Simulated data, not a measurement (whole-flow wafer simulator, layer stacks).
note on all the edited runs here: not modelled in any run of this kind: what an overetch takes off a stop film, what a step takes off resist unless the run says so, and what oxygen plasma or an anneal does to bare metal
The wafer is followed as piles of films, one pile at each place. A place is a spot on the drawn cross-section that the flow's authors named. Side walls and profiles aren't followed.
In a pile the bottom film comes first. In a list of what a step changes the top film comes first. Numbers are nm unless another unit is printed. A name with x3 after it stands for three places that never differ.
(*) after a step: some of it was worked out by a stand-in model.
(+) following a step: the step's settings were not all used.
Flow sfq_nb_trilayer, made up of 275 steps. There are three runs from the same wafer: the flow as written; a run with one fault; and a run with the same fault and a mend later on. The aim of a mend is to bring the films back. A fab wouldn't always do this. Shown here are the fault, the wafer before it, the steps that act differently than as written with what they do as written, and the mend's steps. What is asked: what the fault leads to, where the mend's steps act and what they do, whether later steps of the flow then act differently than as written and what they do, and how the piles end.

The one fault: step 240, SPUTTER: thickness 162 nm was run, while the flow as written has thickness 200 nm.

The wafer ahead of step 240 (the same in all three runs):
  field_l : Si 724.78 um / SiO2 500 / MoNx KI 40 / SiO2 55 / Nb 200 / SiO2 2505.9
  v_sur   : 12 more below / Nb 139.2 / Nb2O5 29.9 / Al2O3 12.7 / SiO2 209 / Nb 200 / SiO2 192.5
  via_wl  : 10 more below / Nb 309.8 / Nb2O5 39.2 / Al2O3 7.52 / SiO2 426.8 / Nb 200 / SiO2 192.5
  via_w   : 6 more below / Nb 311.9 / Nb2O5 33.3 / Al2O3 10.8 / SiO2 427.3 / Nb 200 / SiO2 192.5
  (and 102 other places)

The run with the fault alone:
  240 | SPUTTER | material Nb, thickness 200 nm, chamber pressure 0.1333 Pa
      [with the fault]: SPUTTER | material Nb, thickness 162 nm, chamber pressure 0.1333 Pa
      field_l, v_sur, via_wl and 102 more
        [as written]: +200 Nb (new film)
        [with the fault]: +162 Nb (new film)
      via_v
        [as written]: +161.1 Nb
        [with the fault]: +130.4 Nb
  Steps later in the flow that act otherwise than as written (4 other steps are not shown; they differ only slightly, by no more than 2% or 0.5 nm, whichever is larger):
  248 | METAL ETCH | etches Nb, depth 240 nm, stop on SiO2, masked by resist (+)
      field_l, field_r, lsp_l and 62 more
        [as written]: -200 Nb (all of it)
        [with the fault]: -162 Nb (all of it)
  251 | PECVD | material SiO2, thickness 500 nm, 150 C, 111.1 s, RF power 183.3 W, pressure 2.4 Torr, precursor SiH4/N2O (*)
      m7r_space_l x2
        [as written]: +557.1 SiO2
        [with the fault]: +519.1 SiO2
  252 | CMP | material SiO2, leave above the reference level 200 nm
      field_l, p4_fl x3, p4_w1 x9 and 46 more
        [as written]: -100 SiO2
        [with the fault]: -138 SiO2
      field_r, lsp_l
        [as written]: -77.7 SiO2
        [with the fault]: -119.9 SiO2
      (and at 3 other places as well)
  By the end, the piles at v_sur, via_wl, via_w and 86 more depart from the flow's by more than 2% or 0.5 nm, whichever is larger.
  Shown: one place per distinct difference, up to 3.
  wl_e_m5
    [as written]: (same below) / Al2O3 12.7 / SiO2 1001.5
    [with the fault]: (same below) / Al2O3 12.7 / SiO2 963.5
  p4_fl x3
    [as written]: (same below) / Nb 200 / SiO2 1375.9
    [with the fault]: (same below) / Nb 200 / SiO2 1337.9
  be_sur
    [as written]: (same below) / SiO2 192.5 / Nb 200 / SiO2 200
    [with the fault]: (same below) / SiO2 192.5 / Nb 162 / SiO2 200

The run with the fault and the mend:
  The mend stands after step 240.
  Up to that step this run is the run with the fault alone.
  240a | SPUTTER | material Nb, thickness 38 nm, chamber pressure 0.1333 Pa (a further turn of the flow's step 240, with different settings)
      field_l, v_sur, via_wl and 102 more
        +38 Nb
      via_v
        +27.8 Nb
  None of the later steps of the flow differs from how it acts as written, at any place that is followed, by more than 2% or 0.5 nm, whichever is larger.
  The piles end only slightly different from the flow's at the places that both follow, by no more than 2% or 0.5 nm, whichever is larger.
